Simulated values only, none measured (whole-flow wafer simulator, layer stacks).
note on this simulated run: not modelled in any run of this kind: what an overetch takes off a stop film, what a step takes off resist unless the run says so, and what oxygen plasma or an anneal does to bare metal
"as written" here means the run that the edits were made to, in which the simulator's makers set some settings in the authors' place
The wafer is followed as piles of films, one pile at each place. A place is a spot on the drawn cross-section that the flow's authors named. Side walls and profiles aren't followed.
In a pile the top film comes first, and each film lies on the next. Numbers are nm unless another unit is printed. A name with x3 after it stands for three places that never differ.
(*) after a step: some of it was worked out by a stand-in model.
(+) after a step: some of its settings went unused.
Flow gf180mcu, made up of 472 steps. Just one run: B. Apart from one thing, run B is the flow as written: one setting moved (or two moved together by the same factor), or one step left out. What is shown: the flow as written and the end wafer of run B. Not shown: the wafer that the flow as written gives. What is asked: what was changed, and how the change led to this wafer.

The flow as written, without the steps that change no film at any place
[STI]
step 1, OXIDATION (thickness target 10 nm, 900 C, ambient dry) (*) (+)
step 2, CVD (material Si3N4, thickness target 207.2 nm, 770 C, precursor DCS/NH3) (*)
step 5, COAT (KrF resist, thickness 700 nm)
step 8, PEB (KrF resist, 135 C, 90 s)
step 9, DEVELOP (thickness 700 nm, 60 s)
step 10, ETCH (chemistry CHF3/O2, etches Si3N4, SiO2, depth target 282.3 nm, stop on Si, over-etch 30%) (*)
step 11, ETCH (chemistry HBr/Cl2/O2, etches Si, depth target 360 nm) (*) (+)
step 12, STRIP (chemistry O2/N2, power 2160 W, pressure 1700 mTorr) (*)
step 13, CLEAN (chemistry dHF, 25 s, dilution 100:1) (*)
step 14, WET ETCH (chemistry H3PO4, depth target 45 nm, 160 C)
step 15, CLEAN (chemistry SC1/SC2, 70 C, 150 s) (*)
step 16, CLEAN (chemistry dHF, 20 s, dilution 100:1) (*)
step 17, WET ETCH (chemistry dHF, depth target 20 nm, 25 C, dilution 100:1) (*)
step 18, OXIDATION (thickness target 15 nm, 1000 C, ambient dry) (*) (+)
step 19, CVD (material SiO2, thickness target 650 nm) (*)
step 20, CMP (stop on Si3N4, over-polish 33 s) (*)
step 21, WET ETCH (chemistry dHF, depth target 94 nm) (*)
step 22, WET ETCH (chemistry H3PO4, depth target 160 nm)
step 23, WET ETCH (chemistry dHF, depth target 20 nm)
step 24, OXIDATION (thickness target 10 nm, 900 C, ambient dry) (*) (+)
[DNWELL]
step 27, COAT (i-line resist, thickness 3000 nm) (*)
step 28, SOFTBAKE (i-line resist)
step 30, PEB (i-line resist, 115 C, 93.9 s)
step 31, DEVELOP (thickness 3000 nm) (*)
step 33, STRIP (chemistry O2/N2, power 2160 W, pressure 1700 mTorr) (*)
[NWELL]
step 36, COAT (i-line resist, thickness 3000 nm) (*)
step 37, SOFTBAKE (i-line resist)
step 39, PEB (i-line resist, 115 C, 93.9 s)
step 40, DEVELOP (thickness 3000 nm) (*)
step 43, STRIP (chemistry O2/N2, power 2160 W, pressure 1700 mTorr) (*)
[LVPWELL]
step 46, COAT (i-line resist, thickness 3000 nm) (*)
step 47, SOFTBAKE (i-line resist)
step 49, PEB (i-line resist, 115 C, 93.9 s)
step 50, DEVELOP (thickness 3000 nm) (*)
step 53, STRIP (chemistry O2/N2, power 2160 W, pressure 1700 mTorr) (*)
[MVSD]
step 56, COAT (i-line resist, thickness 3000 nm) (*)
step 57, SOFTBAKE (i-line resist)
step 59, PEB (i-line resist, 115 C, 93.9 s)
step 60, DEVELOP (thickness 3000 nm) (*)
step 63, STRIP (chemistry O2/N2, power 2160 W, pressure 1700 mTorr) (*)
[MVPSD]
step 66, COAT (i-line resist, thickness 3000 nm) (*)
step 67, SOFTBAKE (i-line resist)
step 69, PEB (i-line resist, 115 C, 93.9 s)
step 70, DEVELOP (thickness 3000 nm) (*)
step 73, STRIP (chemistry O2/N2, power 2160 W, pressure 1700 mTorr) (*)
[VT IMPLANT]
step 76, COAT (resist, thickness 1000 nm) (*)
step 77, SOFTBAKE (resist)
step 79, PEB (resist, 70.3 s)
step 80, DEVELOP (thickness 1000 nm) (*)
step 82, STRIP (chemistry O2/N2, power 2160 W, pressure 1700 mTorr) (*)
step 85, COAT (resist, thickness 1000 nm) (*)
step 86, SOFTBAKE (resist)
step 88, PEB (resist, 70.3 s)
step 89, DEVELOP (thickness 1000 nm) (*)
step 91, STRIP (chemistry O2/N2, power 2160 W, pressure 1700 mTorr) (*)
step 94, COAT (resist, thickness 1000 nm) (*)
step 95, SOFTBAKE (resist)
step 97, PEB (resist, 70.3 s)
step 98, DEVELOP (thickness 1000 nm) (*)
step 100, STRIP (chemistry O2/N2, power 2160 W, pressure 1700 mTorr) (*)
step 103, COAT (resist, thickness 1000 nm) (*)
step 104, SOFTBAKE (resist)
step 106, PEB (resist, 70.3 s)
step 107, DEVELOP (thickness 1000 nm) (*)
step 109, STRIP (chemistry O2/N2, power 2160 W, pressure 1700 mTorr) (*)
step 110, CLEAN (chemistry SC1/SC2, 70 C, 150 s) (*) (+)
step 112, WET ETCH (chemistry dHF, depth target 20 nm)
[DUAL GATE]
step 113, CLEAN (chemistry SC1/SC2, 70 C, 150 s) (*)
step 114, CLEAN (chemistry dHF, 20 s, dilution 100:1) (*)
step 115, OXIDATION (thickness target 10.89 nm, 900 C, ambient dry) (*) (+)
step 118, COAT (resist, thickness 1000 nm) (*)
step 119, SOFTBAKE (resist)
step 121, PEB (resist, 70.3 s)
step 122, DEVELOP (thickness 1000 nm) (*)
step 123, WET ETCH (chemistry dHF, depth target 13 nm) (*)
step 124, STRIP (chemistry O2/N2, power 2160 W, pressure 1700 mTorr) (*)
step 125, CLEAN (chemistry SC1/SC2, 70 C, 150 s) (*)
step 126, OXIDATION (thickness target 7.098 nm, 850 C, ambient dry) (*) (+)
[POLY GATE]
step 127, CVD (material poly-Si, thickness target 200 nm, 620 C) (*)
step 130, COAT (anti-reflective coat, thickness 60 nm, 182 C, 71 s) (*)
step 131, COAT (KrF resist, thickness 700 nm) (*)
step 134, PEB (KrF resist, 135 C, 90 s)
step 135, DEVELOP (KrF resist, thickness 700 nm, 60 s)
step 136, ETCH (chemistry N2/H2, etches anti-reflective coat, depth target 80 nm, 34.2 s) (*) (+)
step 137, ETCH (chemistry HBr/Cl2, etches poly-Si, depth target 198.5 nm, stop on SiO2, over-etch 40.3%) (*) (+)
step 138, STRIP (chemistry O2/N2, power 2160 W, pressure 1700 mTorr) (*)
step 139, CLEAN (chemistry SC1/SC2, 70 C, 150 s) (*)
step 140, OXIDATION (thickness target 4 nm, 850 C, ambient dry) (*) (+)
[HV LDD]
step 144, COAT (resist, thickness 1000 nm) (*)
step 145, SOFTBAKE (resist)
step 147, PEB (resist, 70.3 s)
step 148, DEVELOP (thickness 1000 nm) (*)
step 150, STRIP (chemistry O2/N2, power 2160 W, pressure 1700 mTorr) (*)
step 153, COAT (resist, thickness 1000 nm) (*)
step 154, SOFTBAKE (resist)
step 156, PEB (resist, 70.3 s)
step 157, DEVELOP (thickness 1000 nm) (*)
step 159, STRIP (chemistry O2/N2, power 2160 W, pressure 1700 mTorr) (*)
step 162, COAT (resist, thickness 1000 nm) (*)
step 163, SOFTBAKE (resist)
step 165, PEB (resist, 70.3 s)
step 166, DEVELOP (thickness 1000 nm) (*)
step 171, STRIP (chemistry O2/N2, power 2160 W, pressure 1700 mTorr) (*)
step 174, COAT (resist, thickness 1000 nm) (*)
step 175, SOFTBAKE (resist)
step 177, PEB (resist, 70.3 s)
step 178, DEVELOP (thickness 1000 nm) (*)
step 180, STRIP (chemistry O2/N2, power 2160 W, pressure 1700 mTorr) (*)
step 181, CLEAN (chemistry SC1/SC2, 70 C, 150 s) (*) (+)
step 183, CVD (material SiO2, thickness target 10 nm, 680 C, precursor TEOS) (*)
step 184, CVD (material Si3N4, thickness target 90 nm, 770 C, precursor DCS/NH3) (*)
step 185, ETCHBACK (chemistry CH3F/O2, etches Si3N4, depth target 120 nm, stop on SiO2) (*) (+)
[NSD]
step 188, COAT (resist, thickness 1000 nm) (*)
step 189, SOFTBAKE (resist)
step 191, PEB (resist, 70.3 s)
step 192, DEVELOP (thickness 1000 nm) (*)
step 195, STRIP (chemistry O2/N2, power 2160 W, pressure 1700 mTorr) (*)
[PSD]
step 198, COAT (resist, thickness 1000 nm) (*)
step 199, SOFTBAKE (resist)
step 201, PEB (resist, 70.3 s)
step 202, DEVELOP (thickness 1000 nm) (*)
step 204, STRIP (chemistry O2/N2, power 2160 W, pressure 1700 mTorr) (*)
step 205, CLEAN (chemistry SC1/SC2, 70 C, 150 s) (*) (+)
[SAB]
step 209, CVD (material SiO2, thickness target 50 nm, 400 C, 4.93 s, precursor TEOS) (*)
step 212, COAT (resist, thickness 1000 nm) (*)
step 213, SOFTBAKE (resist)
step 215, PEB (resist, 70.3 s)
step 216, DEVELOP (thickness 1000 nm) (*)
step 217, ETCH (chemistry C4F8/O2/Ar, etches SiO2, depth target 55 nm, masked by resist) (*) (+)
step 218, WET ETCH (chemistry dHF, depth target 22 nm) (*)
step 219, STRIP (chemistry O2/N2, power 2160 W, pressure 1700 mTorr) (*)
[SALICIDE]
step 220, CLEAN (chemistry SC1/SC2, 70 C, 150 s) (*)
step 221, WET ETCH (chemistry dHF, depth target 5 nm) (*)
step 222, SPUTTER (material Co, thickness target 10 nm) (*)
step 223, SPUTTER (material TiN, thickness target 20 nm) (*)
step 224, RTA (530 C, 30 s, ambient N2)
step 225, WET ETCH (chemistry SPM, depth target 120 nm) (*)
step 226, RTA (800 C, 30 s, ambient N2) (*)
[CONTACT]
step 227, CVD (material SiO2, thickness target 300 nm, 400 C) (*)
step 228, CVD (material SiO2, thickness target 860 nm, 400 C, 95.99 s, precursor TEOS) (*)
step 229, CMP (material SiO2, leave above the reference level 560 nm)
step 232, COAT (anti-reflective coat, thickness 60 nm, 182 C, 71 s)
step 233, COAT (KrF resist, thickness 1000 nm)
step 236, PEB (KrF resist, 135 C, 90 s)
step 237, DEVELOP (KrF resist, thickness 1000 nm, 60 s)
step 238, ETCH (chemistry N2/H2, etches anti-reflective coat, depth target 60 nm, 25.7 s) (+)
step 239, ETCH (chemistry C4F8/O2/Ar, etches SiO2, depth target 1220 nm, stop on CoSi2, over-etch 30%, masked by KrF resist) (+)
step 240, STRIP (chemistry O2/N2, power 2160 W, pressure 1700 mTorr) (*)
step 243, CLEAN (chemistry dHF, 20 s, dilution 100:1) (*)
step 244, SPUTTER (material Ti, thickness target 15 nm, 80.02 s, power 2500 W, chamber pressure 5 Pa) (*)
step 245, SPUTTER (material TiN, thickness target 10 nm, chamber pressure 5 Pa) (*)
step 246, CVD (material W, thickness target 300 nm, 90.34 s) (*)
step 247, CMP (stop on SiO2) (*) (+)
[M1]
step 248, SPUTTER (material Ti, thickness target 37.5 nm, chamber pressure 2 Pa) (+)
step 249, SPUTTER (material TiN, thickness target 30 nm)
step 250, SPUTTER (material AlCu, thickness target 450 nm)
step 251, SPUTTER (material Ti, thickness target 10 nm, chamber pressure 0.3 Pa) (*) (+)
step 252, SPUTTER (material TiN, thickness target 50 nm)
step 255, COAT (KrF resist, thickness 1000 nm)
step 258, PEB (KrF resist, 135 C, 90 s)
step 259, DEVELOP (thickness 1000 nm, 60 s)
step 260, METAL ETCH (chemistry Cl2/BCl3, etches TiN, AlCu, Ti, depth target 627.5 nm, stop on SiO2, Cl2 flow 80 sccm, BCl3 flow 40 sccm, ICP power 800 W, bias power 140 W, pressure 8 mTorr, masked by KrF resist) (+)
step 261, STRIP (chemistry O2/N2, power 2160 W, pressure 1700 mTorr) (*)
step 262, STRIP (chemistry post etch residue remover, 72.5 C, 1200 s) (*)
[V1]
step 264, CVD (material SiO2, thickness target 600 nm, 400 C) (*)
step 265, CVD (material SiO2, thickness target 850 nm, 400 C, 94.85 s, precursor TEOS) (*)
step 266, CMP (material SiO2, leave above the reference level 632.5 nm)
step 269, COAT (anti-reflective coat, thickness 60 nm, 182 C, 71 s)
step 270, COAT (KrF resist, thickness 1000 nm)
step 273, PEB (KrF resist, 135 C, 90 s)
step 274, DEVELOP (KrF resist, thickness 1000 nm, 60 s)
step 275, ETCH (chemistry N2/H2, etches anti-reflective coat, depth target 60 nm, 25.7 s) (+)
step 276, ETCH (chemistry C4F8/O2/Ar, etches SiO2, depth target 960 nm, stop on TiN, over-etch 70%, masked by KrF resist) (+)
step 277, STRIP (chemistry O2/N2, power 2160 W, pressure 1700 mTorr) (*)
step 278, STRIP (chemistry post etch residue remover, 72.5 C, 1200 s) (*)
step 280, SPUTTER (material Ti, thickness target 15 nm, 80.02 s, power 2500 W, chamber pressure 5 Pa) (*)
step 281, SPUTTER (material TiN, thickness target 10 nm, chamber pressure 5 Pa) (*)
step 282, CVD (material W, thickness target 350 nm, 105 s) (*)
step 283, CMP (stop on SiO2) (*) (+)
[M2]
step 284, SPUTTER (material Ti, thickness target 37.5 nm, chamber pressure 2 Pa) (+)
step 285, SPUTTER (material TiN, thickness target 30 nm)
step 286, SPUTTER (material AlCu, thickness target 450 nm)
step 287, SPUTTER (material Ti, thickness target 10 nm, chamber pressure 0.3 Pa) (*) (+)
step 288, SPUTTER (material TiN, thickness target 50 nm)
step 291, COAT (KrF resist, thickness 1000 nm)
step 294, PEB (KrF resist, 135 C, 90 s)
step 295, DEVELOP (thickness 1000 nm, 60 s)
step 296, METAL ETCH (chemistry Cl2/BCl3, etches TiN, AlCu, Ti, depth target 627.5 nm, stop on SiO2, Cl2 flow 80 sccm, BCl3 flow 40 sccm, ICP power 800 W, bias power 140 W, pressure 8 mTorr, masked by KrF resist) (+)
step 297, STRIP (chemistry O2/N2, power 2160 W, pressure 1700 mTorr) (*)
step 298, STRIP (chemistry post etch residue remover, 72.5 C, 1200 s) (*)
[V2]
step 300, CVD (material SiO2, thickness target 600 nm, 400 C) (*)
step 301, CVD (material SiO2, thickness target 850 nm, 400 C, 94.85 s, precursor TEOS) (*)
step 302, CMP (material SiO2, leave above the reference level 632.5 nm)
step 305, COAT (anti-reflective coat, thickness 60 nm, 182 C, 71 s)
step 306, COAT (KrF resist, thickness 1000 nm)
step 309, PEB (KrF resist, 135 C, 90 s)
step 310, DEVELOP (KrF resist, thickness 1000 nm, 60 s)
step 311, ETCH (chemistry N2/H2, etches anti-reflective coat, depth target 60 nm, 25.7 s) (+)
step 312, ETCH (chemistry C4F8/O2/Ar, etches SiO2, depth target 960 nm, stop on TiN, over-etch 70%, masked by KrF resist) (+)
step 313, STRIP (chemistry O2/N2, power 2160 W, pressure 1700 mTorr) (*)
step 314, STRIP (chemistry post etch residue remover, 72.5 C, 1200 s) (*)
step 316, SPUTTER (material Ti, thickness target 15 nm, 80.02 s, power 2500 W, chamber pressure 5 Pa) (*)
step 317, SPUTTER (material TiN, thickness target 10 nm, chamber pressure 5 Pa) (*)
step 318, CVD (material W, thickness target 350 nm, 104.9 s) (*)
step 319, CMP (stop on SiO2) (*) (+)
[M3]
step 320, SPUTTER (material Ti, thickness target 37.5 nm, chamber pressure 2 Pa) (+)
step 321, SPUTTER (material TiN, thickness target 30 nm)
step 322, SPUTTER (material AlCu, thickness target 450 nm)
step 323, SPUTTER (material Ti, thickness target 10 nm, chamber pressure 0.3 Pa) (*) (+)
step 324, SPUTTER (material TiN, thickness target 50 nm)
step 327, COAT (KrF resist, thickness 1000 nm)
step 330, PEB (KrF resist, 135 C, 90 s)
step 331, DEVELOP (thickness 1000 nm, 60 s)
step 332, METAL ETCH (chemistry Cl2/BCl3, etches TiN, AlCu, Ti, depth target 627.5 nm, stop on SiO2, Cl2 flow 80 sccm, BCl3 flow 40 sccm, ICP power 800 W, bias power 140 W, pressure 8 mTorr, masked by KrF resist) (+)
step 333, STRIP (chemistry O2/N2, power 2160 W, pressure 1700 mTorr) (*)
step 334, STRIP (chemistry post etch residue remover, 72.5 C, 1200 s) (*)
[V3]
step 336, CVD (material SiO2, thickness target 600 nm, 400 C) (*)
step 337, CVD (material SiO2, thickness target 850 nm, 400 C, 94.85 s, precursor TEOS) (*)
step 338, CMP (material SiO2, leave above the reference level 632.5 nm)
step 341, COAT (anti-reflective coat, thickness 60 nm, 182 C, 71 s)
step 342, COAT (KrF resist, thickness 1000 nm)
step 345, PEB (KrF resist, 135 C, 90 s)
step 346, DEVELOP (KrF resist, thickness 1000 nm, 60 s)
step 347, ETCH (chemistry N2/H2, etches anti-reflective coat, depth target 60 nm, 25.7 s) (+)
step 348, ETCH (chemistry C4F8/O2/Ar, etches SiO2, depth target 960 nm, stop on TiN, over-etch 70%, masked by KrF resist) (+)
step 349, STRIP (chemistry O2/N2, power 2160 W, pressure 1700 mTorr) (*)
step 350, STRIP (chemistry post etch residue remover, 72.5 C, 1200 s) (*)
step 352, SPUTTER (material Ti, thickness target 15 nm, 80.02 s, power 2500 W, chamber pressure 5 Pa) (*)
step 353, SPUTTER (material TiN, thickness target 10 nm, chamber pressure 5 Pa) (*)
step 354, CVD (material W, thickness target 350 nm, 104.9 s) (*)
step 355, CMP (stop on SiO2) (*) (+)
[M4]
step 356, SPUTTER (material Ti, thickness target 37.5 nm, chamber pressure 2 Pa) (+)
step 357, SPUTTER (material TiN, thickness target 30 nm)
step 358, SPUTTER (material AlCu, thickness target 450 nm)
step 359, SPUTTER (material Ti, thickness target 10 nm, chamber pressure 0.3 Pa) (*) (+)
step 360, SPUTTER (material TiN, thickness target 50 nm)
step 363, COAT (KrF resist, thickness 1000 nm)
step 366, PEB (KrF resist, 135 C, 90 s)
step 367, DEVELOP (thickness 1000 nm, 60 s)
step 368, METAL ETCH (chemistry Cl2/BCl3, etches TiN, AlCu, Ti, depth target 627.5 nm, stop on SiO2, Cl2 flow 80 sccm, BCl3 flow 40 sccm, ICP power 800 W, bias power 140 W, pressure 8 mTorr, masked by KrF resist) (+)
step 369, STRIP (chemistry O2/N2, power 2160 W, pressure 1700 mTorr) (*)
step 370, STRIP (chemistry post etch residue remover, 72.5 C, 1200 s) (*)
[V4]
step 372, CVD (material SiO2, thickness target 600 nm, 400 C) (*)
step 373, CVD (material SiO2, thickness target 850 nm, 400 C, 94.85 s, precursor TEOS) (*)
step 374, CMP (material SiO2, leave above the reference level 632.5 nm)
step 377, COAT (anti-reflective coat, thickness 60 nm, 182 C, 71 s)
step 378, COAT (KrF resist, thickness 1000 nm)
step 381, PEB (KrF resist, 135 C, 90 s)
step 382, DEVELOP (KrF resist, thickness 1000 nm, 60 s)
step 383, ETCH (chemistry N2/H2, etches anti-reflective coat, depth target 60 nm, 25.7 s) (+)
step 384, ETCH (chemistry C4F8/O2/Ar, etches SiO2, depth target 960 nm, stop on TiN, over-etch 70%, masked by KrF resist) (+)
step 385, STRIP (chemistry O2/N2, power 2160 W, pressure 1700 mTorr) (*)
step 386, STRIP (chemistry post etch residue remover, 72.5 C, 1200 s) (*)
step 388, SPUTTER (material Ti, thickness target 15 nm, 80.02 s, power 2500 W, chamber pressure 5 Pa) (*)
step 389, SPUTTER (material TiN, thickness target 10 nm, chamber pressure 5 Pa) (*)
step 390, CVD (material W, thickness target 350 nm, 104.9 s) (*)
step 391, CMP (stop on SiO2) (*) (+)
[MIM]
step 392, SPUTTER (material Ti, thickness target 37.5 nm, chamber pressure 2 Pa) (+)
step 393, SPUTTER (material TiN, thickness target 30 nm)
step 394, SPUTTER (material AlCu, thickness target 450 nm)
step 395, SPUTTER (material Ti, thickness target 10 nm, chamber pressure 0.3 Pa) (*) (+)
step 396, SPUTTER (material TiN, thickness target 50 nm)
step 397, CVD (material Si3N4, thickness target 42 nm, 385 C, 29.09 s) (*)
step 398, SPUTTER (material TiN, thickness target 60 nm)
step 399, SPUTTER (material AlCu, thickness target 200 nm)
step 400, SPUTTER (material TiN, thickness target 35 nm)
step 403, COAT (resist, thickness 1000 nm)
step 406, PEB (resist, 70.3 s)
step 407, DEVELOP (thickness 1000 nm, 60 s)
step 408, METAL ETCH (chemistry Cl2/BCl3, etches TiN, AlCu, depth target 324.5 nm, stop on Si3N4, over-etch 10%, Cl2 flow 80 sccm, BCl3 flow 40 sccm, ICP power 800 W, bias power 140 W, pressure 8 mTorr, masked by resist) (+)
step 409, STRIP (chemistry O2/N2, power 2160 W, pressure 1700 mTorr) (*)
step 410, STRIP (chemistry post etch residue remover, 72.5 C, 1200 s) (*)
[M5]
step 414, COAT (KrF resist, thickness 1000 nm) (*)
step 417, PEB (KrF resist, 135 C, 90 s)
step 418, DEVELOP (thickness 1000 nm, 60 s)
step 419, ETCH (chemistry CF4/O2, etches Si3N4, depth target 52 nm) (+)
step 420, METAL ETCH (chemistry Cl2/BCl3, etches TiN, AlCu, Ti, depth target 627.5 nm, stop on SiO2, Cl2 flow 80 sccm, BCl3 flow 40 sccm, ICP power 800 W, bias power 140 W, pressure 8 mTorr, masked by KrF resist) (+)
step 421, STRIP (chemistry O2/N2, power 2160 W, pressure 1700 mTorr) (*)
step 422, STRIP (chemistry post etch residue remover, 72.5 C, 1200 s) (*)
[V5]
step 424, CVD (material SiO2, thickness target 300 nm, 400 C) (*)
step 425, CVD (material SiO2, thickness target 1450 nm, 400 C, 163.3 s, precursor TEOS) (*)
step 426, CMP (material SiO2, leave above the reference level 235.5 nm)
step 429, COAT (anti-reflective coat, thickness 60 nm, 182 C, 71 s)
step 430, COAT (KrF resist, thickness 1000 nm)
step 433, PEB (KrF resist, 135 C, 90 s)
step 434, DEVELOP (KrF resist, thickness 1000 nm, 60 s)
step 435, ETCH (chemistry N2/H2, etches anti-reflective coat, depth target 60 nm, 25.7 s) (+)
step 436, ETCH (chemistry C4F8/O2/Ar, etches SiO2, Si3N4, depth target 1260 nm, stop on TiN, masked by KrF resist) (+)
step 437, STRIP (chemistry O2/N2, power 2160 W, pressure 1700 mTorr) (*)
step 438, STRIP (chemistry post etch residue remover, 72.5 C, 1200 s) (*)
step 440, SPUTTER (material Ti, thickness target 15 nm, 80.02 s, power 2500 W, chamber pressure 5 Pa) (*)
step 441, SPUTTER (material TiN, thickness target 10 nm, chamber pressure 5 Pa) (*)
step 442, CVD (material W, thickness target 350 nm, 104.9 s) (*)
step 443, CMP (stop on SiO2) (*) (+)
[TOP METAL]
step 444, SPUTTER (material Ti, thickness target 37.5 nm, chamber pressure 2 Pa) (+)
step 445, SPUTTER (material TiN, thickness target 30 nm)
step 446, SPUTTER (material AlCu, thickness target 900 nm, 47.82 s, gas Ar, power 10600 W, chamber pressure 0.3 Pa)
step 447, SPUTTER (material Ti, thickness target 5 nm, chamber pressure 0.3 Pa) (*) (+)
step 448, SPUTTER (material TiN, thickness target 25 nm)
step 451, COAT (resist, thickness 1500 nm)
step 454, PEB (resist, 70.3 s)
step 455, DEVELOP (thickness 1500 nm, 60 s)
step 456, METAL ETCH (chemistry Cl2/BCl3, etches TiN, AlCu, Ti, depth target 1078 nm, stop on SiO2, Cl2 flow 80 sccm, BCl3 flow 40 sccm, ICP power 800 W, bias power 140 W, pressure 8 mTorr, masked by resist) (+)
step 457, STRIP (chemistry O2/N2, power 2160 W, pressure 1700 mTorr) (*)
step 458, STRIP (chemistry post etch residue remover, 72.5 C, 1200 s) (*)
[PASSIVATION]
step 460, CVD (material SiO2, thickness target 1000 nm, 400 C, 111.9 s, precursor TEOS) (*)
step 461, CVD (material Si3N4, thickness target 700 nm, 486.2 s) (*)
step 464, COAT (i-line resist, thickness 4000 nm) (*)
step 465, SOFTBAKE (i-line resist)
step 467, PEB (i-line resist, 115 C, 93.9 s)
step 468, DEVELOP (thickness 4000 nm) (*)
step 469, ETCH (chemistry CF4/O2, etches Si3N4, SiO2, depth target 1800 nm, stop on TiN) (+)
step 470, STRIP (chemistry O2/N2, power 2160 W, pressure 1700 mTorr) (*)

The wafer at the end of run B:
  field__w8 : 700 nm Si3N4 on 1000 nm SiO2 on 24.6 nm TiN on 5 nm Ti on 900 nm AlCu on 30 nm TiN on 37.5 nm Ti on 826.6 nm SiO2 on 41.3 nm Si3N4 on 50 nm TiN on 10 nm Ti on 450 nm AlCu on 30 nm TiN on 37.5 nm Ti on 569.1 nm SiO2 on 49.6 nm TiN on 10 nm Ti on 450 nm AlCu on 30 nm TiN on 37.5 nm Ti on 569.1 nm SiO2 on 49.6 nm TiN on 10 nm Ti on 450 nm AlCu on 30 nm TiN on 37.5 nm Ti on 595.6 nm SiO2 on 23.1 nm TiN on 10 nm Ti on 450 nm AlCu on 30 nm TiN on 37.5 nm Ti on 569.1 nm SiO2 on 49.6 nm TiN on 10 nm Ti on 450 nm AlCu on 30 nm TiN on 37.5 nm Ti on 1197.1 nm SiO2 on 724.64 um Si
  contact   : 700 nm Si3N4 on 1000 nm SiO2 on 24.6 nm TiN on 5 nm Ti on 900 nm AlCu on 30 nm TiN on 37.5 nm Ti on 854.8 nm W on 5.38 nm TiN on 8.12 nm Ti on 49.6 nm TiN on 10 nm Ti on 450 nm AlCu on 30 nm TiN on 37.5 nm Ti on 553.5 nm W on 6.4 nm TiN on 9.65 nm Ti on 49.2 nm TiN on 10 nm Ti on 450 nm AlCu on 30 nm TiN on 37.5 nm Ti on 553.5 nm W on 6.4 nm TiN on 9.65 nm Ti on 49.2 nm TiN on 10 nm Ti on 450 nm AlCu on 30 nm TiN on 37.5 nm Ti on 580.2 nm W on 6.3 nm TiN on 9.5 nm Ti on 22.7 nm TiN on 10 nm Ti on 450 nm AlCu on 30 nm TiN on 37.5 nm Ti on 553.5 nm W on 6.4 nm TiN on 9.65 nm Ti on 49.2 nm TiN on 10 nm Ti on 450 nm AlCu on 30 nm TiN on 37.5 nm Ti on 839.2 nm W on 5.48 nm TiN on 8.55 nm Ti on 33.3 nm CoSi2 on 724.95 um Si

The reason: step 288, SPUTTER: thickness target 23.5 nm was run, whereas the flow has thickness target 50 nm.

The path from the change to this, step by step:
  step 288, SPUTTER (material TiN, thickness target 50 nm)
      field, field__w1, field__w2 and 108 more: +23.5 TiN (new film) (as written it would have been: +50 TiN (new film))
  step 296, METAL ETCH (chemistry Cl2/BCl3, etches TiN, AlCu, Ti, depth target 627.5 nm, stop on SiO2, Cl2 flow 80 sccm, BCl3 flow 40 sccm, ICP power 800 W, bias power 140 W, pressure 8 mTorr, masked by KrF resist) (+)
      field, field__w1, field__w2 and 103 more: -23.5 TiN (all of it), -10 Ti (all of it), -450 AlCu (all of it), -30 TiN (all of it), -37.5 Ti (all of it) (as written it would have been: -50 TiN (all of it), -10 Ti (all of it), -450 AlCu (all of it), -30 TiN (all of it), -37.5 Ti (all of it))
  step 302, CMP (material SiO2, leave above the reference level 632.5 nm)
      field__w8, contact, m1, m1__w1, m1_nw: -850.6 SiO2 (as written it would have been: -877.1 SiO2)
  step 312, ETCH (chemistry C4F8/O2/Ar, etches SiO2, depth target 960 nm, stop on TiN, over-etch 70%, masked by KrF resist) (+)
      contact: -599 SiO2 (all of it) (as written it would have been: -572.5 SiO2 (all of it))
  step 318, CVD (material W, thickness target 350 nm, 104.9 s) (*)
      contact: +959 W (new film) (as written it would have been: +932.3 W (new film))
